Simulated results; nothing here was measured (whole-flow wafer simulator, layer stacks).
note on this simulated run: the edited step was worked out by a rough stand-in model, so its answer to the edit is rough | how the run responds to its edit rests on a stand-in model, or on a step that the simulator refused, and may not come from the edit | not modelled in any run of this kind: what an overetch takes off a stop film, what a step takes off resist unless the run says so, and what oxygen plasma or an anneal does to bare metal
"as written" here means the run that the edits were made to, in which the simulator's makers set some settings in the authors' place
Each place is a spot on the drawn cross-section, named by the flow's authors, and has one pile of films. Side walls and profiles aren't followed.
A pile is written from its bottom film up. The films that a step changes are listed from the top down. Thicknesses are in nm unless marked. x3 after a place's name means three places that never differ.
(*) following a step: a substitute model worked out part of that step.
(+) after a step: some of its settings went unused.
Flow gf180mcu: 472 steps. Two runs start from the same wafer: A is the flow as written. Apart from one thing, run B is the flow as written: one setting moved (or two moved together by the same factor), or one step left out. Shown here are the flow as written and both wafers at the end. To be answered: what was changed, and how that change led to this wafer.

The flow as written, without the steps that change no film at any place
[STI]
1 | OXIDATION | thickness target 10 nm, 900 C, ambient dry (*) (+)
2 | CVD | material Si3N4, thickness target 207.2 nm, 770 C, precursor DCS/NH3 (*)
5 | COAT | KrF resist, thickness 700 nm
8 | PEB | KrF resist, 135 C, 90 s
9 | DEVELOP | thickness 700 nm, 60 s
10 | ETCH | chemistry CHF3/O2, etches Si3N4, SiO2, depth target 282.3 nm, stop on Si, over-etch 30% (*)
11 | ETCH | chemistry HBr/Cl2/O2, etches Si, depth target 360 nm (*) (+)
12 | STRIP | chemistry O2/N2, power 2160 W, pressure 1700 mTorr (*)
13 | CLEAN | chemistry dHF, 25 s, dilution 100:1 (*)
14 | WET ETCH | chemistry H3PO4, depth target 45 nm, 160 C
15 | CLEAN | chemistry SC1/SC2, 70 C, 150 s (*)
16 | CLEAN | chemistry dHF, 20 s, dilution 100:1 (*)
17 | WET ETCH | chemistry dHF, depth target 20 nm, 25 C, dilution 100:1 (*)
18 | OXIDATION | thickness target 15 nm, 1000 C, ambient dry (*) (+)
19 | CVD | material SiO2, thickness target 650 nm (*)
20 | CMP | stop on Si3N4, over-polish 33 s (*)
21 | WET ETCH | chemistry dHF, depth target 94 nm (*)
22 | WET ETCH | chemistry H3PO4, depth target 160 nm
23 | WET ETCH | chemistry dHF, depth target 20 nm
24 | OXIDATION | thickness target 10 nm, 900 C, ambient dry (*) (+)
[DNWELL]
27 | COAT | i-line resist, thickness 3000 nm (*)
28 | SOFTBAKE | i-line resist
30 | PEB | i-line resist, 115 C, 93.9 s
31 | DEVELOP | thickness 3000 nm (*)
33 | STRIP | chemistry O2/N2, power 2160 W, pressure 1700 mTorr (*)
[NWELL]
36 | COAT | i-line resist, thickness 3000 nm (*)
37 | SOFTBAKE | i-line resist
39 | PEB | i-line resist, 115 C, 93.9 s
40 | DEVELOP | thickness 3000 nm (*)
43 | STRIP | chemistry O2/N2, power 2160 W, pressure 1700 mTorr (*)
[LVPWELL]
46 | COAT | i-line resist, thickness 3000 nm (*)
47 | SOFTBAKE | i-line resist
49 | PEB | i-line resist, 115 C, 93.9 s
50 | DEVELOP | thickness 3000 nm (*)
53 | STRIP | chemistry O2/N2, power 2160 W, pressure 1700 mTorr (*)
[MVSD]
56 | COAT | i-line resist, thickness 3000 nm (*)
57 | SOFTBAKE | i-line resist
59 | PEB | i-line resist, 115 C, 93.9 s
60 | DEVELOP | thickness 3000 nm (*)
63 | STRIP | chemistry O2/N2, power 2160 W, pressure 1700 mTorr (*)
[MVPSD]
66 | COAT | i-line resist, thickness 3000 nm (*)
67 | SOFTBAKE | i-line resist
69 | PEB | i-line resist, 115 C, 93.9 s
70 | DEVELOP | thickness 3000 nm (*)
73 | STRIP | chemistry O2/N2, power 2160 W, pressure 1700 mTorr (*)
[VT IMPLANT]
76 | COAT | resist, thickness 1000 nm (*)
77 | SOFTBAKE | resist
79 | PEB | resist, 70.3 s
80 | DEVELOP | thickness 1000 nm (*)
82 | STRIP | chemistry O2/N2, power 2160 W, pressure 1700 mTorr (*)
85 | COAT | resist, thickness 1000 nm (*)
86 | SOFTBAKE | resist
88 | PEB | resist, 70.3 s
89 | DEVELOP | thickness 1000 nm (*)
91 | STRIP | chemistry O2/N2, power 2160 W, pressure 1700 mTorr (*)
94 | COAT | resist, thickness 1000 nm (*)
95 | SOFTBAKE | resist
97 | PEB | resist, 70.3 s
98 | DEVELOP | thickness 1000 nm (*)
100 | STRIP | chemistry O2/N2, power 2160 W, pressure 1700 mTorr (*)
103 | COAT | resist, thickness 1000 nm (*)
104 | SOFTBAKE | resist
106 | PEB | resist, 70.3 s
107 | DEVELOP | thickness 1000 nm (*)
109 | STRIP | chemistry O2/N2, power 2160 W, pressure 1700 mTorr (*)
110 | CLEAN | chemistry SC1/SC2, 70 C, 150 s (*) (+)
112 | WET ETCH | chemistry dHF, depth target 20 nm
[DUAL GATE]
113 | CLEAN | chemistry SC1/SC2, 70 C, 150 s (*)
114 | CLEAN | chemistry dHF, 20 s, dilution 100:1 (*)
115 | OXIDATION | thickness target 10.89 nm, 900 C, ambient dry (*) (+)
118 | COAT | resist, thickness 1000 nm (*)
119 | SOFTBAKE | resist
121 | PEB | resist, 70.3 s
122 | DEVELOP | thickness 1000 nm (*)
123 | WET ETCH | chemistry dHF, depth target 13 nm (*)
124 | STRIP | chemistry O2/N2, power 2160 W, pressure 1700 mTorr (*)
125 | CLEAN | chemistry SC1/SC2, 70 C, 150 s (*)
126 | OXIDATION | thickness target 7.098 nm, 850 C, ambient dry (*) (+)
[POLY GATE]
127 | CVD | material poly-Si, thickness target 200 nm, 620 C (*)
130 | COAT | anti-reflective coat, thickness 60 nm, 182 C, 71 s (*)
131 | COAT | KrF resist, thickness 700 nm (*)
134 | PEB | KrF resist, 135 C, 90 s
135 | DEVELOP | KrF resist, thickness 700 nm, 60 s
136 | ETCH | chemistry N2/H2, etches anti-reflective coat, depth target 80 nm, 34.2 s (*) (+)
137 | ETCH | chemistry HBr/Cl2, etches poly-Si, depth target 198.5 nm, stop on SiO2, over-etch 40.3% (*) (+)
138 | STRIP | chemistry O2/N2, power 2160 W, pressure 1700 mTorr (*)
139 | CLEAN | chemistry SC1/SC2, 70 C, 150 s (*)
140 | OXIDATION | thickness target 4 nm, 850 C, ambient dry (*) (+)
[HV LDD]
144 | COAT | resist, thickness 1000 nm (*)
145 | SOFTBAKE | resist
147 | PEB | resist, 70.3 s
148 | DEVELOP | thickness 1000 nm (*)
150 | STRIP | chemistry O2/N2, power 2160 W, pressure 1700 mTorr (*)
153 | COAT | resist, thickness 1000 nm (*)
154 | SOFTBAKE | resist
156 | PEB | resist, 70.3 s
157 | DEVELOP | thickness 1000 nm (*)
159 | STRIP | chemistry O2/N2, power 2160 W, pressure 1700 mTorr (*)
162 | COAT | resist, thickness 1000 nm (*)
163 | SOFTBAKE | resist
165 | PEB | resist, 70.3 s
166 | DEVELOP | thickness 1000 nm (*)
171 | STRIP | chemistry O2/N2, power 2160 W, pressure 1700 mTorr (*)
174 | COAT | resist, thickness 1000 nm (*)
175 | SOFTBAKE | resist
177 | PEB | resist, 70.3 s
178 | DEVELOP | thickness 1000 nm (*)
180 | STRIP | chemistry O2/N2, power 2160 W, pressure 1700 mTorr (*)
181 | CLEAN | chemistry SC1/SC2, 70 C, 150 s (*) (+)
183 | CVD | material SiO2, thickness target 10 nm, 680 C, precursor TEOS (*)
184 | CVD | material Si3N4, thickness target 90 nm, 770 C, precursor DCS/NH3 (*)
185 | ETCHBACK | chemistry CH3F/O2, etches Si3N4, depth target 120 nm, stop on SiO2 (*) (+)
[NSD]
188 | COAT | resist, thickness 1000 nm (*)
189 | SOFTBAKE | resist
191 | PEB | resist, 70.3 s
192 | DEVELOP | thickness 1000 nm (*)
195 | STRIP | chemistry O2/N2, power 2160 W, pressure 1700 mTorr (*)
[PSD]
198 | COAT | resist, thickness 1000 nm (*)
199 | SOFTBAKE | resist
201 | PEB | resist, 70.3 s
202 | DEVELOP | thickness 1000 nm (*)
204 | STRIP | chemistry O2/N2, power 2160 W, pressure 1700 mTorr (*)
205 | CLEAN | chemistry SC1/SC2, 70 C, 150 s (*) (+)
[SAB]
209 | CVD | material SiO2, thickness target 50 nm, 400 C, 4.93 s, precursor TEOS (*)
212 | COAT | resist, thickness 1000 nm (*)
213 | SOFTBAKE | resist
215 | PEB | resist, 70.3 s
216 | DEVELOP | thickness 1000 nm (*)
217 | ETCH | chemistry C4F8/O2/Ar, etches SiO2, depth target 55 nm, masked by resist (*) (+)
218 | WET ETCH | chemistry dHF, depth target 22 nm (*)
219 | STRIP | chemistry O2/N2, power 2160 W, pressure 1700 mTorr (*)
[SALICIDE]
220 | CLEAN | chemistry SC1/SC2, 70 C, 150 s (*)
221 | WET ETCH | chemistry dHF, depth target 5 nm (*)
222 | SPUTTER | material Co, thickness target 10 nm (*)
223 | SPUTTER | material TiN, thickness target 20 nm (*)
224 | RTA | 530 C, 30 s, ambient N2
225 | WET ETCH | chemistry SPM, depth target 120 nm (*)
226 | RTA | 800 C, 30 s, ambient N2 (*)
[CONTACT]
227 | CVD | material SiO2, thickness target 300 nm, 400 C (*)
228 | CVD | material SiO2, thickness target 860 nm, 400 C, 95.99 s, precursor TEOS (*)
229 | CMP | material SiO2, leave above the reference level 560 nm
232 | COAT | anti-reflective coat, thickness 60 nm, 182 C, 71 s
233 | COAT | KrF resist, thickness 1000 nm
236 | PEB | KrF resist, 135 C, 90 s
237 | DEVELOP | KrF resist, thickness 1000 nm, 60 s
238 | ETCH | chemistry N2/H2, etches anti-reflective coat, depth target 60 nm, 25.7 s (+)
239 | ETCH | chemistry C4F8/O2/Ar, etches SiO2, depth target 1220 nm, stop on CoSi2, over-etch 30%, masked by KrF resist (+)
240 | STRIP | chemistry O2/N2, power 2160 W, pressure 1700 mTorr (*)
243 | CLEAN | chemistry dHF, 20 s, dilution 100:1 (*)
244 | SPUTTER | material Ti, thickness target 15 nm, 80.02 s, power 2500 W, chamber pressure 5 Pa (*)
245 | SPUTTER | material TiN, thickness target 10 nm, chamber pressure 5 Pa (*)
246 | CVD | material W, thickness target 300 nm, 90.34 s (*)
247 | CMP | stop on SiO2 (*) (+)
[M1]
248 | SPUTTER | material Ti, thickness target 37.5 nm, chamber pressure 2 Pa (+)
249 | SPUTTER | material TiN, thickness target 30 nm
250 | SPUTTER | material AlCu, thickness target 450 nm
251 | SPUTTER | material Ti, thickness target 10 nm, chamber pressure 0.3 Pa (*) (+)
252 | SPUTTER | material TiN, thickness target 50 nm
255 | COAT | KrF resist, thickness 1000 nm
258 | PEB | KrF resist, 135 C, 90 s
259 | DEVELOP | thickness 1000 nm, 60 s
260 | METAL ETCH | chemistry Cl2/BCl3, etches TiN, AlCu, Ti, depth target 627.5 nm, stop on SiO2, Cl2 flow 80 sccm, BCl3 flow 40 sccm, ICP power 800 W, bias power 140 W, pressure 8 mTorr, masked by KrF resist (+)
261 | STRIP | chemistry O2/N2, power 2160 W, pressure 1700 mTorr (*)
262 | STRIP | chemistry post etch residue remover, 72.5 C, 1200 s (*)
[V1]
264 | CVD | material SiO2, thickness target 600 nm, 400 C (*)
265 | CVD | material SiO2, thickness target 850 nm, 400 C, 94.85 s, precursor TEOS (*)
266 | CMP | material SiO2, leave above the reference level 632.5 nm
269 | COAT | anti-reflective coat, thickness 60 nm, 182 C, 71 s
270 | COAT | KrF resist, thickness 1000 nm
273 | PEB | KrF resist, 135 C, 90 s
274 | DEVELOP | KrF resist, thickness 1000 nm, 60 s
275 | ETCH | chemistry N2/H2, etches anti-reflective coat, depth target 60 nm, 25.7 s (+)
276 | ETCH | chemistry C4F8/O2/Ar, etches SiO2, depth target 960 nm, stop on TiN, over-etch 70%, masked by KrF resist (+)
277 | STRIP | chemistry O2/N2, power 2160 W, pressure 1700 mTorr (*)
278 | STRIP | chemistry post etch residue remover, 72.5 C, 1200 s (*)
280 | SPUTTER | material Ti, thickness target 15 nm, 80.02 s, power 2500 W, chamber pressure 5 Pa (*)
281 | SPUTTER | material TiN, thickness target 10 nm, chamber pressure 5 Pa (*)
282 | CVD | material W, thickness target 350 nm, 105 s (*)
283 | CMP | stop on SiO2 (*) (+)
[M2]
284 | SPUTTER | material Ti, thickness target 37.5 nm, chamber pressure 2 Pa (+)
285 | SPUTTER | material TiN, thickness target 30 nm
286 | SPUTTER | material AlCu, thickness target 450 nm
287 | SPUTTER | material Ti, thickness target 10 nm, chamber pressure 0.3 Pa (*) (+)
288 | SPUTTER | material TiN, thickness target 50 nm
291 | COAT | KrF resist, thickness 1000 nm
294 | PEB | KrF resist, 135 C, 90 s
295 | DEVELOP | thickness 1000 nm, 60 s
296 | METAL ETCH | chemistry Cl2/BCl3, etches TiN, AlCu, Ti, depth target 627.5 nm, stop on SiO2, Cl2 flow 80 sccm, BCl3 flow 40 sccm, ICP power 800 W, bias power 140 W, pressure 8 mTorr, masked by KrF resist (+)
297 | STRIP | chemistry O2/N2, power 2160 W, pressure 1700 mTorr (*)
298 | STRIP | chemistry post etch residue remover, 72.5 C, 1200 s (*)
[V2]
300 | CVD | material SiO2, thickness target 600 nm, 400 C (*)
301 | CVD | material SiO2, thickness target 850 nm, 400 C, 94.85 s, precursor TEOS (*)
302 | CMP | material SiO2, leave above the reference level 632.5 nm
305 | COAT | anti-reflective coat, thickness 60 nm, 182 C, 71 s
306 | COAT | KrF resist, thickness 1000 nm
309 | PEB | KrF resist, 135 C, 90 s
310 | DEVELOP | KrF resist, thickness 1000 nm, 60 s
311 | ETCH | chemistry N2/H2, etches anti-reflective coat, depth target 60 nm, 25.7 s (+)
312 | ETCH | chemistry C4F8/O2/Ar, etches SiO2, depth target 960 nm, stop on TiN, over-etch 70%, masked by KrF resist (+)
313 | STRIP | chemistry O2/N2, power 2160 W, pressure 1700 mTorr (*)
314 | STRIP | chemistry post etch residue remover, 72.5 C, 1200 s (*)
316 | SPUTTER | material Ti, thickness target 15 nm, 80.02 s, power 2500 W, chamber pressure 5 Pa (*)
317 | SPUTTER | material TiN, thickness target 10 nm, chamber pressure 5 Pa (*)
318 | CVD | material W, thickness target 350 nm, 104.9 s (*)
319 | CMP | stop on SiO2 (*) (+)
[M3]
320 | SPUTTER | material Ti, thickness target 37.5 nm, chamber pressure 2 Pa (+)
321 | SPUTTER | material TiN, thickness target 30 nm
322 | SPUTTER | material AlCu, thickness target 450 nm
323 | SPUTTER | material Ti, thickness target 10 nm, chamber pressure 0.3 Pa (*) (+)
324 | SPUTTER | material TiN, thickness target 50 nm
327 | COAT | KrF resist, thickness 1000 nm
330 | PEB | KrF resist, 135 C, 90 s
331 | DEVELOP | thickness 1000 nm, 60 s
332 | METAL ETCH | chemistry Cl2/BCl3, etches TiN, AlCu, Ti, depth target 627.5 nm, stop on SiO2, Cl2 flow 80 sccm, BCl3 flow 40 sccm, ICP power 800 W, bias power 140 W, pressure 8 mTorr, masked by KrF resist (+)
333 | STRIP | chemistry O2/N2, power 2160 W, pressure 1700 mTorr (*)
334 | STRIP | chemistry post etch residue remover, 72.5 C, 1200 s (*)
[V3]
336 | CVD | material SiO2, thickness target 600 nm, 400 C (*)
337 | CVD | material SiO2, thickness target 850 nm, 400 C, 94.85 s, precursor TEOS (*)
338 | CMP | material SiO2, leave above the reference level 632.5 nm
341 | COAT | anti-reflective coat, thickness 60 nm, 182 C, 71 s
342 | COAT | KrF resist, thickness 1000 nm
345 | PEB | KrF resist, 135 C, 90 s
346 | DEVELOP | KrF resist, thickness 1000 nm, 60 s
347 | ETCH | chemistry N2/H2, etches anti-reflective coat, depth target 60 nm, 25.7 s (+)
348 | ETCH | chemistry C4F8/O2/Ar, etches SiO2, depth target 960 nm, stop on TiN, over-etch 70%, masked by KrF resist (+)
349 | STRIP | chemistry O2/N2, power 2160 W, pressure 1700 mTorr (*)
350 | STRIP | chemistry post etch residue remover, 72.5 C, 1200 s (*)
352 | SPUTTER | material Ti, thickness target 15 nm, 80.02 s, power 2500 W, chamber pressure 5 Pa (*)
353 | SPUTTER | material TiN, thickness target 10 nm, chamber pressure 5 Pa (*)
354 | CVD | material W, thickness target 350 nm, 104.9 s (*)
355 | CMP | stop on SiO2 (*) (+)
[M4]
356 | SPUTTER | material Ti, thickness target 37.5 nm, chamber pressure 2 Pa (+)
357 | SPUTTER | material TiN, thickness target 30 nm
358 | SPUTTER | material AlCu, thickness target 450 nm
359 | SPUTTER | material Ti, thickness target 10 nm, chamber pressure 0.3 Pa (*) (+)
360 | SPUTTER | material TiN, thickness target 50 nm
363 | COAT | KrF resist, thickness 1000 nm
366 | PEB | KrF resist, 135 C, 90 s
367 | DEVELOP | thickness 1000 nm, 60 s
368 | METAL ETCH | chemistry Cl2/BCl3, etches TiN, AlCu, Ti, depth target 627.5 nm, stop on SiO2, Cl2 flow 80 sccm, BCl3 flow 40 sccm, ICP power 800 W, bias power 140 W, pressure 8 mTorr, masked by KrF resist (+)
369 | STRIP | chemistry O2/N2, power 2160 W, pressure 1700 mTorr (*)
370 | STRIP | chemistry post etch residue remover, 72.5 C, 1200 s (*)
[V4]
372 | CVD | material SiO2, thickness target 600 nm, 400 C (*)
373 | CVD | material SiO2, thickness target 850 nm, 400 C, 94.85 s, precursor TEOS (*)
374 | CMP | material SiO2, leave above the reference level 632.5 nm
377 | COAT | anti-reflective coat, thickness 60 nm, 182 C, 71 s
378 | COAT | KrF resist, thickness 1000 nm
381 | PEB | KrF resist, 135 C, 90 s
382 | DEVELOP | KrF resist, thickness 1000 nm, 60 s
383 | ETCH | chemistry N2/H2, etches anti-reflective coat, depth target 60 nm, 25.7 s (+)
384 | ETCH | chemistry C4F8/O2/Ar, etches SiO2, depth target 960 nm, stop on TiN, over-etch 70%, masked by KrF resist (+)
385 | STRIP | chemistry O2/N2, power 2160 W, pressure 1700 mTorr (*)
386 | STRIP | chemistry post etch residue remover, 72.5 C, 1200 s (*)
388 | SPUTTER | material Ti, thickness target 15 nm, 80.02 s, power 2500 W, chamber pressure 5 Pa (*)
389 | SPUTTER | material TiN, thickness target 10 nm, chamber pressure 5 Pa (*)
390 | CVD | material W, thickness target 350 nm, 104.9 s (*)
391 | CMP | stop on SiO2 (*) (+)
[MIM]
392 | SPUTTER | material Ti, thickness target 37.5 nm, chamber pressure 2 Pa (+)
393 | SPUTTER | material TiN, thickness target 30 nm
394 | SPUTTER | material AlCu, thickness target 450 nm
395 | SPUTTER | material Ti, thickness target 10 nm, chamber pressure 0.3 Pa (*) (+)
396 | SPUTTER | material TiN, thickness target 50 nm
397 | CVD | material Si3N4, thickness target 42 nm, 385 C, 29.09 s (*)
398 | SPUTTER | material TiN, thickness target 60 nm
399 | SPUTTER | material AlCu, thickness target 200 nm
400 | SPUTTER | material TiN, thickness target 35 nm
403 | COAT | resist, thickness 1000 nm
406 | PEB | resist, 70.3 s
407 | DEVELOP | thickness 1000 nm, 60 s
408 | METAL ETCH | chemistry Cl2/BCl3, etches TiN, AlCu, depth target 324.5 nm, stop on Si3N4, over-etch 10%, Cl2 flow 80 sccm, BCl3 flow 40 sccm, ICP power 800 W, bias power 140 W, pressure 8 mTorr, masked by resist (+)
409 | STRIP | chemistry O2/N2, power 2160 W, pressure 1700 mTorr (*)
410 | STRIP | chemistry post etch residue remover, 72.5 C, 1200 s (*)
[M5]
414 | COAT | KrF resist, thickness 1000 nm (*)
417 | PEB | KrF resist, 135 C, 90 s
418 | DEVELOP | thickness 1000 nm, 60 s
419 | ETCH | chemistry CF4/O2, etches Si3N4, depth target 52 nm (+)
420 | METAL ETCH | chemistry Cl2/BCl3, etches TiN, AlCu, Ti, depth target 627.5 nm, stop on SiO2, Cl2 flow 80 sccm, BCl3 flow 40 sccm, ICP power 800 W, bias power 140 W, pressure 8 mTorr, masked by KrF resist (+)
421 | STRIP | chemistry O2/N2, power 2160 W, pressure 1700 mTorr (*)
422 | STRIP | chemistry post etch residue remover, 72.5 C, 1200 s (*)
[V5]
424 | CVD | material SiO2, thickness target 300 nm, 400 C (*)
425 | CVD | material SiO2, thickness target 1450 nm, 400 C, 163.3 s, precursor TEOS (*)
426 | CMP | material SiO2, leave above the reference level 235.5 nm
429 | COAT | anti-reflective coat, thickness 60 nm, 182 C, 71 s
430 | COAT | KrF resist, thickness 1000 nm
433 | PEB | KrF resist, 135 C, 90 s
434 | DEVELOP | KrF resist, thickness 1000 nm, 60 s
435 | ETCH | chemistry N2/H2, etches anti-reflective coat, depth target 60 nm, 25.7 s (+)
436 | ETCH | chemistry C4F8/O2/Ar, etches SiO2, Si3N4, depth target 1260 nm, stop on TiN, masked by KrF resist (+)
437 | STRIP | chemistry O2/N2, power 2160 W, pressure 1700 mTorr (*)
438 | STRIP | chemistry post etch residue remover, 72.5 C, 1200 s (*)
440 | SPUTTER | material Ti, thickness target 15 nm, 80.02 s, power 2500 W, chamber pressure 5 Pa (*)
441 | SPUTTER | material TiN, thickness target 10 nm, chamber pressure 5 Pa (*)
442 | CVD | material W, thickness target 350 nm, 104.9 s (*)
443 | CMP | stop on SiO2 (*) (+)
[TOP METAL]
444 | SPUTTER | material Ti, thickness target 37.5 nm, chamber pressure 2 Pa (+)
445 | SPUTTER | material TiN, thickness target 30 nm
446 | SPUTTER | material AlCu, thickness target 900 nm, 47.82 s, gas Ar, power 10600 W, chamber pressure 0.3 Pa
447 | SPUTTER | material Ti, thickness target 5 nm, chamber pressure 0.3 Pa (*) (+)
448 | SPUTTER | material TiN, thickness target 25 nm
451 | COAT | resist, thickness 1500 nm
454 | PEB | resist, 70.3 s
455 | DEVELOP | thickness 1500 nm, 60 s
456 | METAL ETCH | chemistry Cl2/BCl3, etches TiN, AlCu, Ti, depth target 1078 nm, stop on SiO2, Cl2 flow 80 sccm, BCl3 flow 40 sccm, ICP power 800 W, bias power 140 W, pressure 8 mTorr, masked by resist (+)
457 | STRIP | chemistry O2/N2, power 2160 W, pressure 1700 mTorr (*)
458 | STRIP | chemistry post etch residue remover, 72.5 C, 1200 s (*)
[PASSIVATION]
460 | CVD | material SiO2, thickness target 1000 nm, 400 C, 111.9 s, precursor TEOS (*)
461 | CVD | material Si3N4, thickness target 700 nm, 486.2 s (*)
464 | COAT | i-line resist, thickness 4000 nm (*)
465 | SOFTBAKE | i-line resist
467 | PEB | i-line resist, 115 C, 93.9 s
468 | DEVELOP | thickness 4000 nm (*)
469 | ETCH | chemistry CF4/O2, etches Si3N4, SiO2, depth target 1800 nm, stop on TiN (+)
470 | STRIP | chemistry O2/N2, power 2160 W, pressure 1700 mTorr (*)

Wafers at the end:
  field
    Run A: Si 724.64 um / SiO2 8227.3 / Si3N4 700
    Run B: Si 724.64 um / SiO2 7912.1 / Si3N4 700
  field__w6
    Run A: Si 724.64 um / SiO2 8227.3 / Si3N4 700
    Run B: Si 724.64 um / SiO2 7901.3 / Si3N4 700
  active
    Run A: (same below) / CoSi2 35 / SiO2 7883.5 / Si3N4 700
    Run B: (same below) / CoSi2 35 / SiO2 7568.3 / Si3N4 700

The reason: step 425, CVD: thickness target 826 nm was run, whereas the flow has thickness target 1450 nm; step 425, CVD: 93.07 s was run, where the flow has 163.3 s.

The path from the change to this, step by step:
  425 | CVD | material SiO2, thickness target 1450 nm, 400 C, 163.3 s, precursor TEOS (*)
      field, field__w1, field__w4 and 100 more: A +1450 SiO2 | B +834.4 SiO2
      field__w2, field__w3, field__w12 and 6 more: A +1421.8 SiO2 | B +818.8 SiO2
  426 | CMP | material SiO2, leave above the reference level 235.5 nm
      field, field__w1, field__w5 and 92 more: A -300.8 SiO2 | B nothing
      field__w2, field__w3, field__w12 and 6 more: A -272.7 SiO2 | B nothing
      (and at 8 other places as well)
  429 | COAT | anti-reflective coat, thickness 60 nm, 182 C, 71 s
      field_sub, field_sub__w2, field_sub__w3 and 9 more: A +60 anti-reflective coat (new film) | B +61.3 anti-reflective coat (new film)
      p_well, sti, spacer, sd_n, pad, dice_street, active_nat, nplus_u: A +60 anti-reflective coat (new film) | B +62.3 anti-reflective coat (new film)
      (and at 53 other places as well)
  430 | COAT | KrF resist, thickness 1000 nm
      field: A +1000 KrF resist (new film) | B +936.1 KrF resist (new film)
      field__w7: A +1000 KrF resist (new film) | B +1077.4 KrF resist (new film)
      (and at 26 other places as well)
  433 | PEB | KrF resist, 135 C, 90 s
      ppoly_u, npoly_sal: A -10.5 KrF resist | B -11.6 KrF resist
      polyc_n, polyc_p_rim: A -10.5 KrF resist | B -13.7 KrF resist
      (and at 17 other places as well)
  434 | DEVELOP | KrF resist, thickness 1000 nm, 60 s
      contact: A -989.5 KrF resist (all of it) | B -808.3 KrF resist (all of it)
  435 | ETCH | chemistry N2/H2, etches anti-reflective coat, depth target 60 nm, 25.7 s (+)
      contact: A -60 anti-reflective coat (all of it), -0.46 SiO2 | B -12.3 anti-reflective coat (all of it), -1.68 SiO2
  437 | STRIP | chemistry O2/N2, power 2160 W, pressure 1700 mTorr (*)
      p_well, sti, spacer, sd_n, pad, dice_street: A -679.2 KrF resist (all of it), -60 anti-reflective coat (all of it) | B -679.7 KrF resist (all of it), -62.3 anti-reflective coat (all of it)
      field_sub__w3, ld_fp_p, ld_drift_p: A -679.2 KrF resist (all of it), -60 anti-reflective coat (all of it) | B -682 KrF resist (all of it), -61.3 anti-reflective coat (all of it)
      (and at 64 other places as well)
  440 | SPUTTER | material Ti, thickness target 15 nm, 80.02 s, power 2500 W, chamber pressure 5 Pa (*)
      field__w2: A +15 Ti (new film) | B +14.3 Ti (new film)
      contact: A +8.12 Ti (new film) | B +9.74 Ti (new film)
  441 | SPUTTER | material TiN, thickness target 10 nm, chamber pressure 5 Pa (*)
      contact: A +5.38 TiN (new film) | B +6.47 TiN (new film)
  442 | CVD | material W, thickness target 350 nm, 104.9 s (*)
      contact: A +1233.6 W (new film) | B +916.1 W (new film)
  443 | CMP | stop on SiO2 (*) (+)
      field__w3, field__w12, npoly_sal, ppoly_sal, nw_sep_fld, gate_hv5, gate_p_hv5, sti_nw: A -350 W (all of it), -10 TiN (all of it), -15 Ti (all of it), -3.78 SiO2 | B -350 W (all of it), -10 TiN (all of it), -3.61 Ti
      field__w2: A -350 W (all of it), -10 TiN (all of it), -15 Ti (all of it), -3.78 SiO2 | B -350.6 W (all of it), -9.5 TiN (all of it), -2.92 Ti
      (and at 7 other places as well)
  444 | SPUTTER | material Ti, thickness target 37.5 nm, chamber pressure 2 Pa (+)
      field__w2, field__w3, field__w12 and 6 more: A +37.5 Ti (new film) | B +37.1 Ti
  445 | SPUTTER | material TiN, thickness target 30 nm
      field__w2, field__w3, field__w12 and 6 more: A +30 TiN (new film) | B +29.2 TiN (new film)
  447 | SPUTTER | material Ti, thickness target 5 nm, chamber pressure 0.3 Pa (*) (+)
      field__w2: A +5 Ti (new film) | B +4.4 Ti (new film)
  448 | SPUTTER | material TiN, thickness target 25 nm
      field__w3, field__w12, npoly_sal, ppoly_sal, nw_sep_fld, gate_hv5, gate_p_hv5, sti_nw: A +25 TiN (new film) | B +24.3 TiN (new film)
      field__w2: A +25 TiN (new film) | B +21.9 TiN (new film)
  ... 9 further steps ...
  470 | STRIP | chemistry O2/N2, power 2160 W, pressure 1700 mTorr (*)
      field__w8: A -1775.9 i-line resist (all of it) | B -1485.8 i-line resist (all of it)
      m1: A -1798.9 i-line resist (all of it) | B -1499.5 i-line resist (all of it)
      (and at 4 other places as well)
